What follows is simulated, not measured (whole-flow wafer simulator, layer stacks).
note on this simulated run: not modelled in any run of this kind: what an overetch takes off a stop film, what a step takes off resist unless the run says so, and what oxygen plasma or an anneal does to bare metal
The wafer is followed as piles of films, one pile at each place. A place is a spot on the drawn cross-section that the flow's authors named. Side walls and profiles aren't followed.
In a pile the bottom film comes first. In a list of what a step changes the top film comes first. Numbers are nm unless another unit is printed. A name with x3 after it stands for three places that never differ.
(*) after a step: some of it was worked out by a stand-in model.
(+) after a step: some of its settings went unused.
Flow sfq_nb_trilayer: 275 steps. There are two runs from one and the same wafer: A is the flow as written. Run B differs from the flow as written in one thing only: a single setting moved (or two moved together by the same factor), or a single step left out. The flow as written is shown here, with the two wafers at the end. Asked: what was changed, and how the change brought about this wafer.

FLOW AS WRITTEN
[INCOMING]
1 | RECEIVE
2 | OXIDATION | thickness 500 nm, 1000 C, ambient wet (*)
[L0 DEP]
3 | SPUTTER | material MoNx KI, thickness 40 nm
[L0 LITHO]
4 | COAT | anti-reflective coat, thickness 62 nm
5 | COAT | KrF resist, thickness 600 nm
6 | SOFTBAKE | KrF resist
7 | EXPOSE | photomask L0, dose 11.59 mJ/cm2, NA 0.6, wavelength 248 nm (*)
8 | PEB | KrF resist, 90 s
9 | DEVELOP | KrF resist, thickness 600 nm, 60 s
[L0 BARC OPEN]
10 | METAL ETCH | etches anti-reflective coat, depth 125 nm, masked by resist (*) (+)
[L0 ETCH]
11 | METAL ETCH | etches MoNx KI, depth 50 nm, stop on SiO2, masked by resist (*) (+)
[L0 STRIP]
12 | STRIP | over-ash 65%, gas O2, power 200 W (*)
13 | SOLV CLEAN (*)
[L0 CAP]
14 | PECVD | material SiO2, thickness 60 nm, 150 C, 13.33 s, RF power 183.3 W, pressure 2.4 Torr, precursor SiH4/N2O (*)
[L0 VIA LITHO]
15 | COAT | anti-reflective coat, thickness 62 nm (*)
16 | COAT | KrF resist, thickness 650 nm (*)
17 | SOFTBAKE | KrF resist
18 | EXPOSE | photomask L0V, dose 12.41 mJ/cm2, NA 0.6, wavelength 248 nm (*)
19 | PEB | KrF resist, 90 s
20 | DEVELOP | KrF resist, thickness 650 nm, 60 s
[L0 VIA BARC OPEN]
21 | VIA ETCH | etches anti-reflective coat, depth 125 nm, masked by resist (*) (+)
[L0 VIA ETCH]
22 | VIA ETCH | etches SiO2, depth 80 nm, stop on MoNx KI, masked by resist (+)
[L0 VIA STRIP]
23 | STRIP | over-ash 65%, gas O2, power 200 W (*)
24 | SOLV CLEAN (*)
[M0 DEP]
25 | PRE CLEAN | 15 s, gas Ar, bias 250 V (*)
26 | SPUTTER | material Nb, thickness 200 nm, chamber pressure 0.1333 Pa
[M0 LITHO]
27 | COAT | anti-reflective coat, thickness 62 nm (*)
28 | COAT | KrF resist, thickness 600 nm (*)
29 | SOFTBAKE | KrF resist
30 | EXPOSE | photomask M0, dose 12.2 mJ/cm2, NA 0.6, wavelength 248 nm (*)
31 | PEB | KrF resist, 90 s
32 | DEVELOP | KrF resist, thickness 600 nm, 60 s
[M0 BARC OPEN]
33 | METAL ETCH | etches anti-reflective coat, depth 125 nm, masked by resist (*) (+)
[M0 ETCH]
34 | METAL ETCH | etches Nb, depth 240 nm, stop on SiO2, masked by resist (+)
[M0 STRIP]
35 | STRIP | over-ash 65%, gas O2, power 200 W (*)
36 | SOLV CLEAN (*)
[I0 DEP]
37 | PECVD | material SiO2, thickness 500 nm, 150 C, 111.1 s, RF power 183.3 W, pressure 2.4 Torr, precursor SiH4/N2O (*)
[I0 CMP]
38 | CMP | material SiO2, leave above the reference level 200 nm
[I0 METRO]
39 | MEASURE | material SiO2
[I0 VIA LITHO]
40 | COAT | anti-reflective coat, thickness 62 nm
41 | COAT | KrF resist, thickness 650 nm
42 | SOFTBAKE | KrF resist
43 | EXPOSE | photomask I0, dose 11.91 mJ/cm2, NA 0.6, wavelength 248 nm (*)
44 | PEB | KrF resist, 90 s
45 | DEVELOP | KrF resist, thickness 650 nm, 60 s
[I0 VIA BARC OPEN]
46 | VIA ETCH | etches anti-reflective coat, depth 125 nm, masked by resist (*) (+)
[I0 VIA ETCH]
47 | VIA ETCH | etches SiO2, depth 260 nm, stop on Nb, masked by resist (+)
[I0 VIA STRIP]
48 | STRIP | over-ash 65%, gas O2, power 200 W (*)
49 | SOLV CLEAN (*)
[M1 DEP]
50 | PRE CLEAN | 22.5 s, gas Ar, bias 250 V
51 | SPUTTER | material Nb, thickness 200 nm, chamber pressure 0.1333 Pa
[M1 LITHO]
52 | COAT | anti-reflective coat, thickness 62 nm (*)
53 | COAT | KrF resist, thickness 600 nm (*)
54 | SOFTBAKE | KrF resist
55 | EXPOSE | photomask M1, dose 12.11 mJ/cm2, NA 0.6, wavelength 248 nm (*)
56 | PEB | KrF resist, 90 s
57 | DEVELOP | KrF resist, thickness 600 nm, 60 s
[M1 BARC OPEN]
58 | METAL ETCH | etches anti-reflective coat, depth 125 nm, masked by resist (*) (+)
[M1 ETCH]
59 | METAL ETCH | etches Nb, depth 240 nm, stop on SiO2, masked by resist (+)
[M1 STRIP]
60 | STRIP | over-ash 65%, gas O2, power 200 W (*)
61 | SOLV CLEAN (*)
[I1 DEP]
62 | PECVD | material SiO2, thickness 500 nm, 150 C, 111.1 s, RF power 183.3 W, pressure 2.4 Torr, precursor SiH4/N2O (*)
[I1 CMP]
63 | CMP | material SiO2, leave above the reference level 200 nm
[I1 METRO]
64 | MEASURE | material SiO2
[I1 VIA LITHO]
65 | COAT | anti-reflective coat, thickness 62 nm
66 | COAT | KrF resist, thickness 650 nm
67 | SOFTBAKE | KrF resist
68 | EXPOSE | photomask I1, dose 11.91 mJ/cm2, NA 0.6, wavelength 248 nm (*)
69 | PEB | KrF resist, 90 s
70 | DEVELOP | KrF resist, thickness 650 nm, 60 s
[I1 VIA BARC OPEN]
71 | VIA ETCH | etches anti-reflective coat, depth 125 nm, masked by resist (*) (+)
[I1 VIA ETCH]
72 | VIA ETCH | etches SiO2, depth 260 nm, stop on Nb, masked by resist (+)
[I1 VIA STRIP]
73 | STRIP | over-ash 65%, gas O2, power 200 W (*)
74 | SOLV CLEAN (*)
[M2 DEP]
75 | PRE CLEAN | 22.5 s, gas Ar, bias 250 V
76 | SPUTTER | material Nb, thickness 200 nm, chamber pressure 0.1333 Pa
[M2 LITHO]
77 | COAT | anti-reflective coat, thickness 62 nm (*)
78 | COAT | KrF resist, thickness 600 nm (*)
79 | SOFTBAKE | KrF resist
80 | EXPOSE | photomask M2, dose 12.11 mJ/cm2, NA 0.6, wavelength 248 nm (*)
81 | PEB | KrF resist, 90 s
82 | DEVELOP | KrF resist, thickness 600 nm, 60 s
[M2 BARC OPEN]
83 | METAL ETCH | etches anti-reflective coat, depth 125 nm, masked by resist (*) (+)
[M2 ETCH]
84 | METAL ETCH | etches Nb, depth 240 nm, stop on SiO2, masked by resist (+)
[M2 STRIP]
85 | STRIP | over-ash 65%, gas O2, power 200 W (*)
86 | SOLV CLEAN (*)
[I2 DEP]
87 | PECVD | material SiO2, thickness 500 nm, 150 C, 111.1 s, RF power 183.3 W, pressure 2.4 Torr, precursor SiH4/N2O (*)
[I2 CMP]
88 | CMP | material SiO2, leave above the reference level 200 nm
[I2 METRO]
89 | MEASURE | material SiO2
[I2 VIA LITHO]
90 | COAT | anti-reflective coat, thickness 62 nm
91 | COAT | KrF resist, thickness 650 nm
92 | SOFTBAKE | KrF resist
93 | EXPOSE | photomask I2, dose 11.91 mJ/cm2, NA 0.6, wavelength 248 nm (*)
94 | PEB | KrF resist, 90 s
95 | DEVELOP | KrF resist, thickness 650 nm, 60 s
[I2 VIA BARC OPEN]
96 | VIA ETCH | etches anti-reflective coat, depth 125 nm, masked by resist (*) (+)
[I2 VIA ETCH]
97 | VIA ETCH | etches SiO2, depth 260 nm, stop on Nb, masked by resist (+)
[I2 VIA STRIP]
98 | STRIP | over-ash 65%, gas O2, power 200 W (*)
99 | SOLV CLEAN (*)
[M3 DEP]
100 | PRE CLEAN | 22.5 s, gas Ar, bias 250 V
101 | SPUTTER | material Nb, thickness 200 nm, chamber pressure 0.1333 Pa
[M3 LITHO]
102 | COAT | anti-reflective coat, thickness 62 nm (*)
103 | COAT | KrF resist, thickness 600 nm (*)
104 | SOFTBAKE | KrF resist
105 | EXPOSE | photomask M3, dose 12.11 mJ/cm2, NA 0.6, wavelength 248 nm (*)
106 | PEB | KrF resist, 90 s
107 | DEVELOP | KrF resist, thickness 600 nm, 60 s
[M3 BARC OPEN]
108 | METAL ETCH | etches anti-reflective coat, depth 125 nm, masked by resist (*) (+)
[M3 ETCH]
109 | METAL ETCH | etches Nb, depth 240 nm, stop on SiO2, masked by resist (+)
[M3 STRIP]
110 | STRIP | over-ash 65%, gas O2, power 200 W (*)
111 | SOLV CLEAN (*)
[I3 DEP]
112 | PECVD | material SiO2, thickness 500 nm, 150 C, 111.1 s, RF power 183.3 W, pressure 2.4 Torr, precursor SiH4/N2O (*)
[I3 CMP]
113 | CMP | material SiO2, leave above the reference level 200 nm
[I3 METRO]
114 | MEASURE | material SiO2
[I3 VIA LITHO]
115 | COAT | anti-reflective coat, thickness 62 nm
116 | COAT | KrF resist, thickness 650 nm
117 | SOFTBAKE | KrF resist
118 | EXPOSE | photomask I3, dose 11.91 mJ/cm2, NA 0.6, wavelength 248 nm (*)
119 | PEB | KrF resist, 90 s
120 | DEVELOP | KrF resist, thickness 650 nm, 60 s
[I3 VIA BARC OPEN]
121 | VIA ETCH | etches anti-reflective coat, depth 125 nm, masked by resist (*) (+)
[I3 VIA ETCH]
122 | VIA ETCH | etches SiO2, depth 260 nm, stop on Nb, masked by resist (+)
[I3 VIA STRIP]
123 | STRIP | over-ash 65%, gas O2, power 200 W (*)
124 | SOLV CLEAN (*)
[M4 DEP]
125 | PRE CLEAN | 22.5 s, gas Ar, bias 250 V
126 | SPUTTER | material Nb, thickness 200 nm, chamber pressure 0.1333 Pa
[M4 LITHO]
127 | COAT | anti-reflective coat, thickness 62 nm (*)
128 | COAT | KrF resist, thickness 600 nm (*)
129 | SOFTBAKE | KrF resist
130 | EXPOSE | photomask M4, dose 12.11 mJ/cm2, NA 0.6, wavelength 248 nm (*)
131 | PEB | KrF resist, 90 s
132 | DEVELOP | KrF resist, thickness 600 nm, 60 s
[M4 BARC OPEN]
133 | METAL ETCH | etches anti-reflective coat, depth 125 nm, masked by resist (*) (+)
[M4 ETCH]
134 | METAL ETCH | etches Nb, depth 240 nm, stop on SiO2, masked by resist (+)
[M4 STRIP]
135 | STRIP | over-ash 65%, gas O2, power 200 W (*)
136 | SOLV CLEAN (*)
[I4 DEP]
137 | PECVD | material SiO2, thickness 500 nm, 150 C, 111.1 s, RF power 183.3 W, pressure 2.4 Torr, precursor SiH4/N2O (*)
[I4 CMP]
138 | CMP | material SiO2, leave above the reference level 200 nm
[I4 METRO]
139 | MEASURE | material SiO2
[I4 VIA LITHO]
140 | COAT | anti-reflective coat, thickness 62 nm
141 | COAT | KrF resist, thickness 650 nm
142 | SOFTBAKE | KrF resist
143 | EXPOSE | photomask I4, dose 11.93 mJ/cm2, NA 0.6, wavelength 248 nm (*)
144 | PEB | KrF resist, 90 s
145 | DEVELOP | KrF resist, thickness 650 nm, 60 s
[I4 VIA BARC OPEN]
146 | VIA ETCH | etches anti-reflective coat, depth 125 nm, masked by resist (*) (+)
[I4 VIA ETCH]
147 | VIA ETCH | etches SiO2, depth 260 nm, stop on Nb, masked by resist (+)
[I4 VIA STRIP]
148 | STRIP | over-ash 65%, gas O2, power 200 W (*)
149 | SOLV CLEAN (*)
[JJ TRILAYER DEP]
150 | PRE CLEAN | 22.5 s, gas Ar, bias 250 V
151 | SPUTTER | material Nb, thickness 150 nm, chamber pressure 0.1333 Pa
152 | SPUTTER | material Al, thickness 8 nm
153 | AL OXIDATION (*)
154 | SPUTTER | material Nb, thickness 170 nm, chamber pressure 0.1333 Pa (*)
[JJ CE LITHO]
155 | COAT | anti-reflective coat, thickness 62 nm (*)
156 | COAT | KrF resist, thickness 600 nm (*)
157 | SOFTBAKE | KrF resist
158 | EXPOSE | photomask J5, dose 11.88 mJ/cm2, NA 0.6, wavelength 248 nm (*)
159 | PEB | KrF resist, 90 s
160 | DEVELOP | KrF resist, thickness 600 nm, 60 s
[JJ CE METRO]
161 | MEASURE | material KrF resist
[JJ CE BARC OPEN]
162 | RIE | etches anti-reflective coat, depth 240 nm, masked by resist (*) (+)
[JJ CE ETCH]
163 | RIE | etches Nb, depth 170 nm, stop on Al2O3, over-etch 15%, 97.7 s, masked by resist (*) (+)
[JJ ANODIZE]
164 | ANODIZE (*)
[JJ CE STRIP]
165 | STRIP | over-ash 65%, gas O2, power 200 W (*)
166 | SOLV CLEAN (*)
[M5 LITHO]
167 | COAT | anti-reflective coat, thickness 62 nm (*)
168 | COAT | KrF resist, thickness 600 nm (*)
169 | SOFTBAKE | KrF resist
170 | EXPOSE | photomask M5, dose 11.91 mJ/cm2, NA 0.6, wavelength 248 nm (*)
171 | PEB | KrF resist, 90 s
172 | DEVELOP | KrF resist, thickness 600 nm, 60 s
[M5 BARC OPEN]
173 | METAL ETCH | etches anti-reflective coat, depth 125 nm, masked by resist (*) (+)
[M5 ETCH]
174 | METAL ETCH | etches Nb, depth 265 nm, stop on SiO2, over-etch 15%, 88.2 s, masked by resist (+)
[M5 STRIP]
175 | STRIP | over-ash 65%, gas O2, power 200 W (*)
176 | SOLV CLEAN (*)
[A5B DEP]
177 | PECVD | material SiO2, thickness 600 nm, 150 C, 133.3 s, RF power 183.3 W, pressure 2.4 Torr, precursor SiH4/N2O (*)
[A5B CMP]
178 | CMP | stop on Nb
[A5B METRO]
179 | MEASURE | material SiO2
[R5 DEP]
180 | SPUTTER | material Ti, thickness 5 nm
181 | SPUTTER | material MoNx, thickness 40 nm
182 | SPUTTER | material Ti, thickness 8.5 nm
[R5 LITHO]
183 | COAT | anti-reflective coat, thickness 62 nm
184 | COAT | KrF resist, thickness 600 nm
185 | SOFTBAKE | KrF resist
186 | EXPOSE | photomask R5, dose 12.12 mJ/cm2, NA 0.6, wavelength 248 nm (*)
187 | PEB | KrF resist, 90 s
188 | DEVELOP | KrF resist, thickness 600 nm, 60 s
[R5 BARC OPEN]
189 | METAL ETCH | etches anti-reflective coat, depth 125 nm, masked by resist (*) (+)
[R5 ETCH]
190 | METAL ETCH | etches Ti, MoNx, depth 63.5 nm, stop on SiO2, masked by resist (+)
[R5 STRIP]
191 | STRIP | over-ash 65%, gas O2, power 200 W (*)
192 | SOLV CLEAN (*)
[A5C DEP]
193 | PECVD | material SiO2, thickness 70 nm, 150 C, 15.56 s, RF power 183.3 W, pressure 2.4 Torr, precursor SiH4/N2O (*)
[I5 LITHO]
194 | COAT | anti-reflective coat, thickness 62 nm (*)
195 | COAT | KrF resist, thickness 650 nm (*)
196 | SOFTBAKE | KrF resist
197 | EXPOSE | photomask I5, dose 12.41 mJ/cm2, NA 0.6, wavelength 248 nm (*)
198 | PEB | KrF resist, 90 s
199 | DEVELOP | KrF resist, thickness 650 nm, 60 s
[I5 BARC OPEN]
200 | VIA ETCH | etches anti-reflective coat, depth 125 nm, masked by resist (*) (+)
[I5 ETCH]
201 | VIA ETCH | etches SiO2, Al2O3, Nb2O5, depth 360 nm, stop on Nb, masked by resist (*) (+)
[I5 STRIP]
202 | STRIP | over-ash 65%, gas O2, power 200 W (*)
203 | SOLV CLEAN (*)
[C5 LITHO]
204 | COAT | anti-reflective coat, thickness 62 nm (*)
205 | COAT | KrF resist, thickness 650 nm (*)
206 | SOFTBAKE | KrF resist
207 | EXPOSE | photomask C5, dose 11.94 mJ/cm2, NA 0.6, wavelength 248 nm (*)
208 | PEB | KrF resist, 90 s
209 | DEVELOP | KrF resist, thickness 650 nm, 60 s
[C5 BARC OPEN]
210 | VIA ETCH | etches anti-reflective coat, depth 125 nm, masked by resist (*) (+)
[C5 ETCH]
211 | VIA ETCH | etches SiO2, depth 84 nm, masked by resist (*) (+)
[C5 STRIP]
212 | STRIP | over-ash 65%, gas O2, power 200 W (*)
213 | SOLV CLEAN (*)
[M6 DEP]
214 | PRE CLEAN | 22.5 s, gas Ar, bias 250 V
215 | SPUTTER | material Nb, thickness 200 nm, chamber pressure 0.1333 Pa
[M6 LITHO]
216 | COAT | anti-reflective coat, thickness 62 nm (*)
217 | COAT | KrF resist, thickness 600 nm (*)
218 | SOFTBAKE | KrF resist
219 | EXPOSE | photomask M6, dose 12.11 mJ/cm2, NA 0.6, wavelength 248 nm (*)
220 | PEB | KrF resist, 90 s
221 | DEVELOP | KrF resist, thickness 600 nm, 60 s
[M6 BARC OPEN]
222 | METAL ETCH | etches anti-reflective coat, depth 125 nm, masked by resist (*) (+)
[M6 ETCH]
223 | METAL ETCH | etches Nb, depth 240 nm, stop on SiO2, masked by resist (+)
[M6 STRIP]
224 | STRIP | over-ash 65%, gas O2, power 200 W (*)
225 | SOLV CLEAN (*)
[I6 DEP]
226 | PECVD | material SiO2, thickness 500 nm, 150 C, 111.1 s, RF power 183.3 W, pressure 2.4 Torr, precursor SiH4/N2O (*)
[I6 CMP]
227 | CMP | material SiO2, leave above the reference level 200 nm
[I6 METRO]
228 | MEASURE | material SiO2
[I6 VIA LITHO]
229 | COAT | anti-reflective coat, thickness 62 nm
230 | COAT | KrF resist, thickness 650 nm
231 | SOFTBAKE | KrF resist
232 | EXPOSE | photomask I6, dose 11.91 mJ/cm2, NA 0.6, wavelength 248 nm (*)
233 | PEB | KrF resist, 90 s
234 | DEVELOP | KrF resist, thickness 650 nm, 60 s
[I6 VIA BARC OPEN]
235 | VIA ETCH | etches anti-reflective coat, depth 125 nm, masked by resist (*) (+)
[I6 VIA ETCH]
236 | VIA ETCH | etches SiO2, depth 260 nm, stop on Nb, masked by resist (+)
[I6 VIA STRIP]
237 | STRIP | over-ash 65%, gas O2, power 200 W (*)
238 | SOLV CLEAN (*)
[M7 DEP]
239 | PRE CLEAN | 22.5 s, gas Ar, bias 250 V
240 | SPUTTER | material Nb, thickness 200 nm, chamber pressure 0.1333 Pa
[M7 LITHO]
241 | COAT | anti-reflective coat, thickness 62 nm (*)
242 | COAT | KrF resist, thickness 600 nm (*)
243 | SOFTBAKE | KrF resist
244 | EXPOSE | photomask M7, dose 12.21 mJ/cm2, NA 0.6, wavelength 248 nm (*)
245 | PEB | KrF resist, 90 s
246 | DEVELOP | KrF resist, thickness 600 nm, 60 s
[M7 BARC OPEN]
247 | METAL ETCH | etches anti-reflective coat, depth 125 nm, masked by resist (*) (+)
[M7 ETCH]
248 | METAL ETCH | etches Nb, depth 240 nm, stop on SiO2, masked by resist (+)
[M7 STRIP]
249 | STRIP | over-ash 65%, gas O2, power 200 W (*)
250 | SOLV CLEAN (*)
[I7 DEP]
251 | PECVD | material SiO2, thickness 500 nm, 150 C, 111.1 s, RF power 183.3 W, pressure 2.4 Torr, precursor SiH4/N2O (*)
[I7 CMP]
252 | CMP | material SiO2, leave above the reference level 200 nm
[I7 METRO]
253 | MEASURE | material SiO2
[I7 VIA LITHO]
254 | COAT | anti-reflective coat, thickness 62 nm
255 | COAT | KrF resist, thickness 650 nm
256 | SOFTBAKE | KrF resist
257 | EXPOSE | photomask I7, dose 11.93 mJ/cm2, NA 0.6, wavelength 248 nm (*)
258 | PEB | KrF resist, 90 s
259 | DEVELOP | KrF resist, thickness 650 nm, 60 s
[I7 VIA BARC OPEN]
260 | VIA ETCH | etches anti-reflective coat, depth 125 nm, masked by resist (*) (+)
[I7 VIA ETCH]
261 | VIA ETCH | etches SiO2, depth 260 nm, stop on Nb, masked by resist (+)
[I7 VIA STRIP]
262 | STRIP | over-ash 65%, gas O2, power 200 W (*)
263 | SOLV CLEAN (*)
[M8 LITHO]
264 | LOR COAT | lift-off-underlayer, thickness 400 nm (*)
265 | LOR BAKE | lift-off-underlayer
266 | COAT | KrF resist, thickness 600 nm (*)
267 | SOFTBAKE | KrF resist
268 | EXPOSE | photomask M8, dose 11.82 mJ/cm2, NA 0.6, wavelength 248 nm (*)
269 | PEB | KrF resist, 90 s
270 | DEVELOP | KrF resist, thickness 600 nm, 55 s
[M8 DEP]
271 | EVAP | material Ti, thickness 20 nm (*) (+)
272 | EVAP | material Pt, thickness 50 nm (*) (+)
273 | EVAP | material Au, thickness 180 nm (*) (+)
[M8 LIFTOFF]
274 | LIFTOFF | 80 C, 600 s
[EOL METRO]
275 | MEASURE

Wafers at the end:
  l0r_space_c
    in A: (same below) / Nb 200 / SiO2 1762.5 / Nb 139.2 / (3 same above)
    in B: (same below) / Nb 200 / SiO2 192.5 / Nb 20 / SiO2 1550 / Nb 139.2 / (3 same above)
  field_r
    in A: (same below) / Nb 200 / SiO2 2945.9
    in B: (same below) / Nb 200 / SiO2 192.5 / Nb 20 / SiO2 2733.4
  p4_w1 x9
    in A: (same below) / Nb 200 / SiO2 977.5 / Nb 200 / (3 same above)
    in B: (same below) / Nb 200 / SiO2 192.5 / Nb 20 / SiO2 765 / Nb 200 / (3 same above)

The reason: step 59, METAL ETCH: depth 180 nm was run, whereas the flow has depth 240 nm.

Step by step, how the change led to this:
  59 | METAL ETCH | etches Nb, depth 240 nm, stop on SiO2, masked by resist (+)
      field_l, be, be_sur and 79 more: A Nb loses 200 (all of it) | B Nb loses 180
      v_sur, via_wl, via_w and 21 more: A KrF resist loses 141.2 | B KrF resist loses 105.9
  60 | STRIP | over-ash 65%, gas O2, power 200 W (*)
      wl_j_sl, wl_jj, wl_j_sr and 13 more: A KrF resist loses 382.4 (all of it), anti-reflective coat loses 62 (all of it) | B KrF resist loses 417.7 (all of it), anti-reflective coat loses 62 (all of it)
      v_sur: A KrF resist loses 365.9 (all of it), anti-reflective coat loses 61.1 (all of it) | B KrF resist loses 401.2 (all of it), anti-reflective coat loses 61.1 (all of it)
      (and at 7 other places as well)
  62 | PECVD | material SiO2, thickness 500 nm, 150 C, 111.1 s, RF power 183.3 W, pressure 2.4 Torr, precursor SiH4/N2O (*)
      field_l, be, be_sur and 72 more: A SiO2 gains 500 | B SiO2 gains 500 (new film)
      lsp_m, ln_m6, lsp_r, l0_sur, l0v: A SiO2 gains 494.9 | B SiO2 gains 500 (new film)
      (and at 2 other places as well)
  63 | CMP | material SiO2, leave above the reference level 200 nm
      field_l, be, be_sur and 72 more: A SiO2 loses 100 | B SiO2 loses 120
      lsp_m, ln_m6, lsp_r, l0_sur, l0v: A SiO2 loses 94.9 | B SiO2 loses 120
Taking metal films that touch as one body, l0r_space_c has 3 bodies (between them, from the top down: SiO2 1550; SiO2 192.5); the flow as written gives 2 bodies (between them, from the top down: SiO2 1762.5).
Taking metal films that touch as one body, field_r has 2 bodies (between them, from the top down: SiO2 192.5); the flow as written gives 1 body.
Taking metal films that touch as one body, p4_w1 x9 has 4 bodies (between them, from the top down: SiO2 192.5; SiO2 765; SiO2 192.5); the flow as written gives 3 bodies (between them, from the top down: SiO2 192.5; SiO2 977.5).
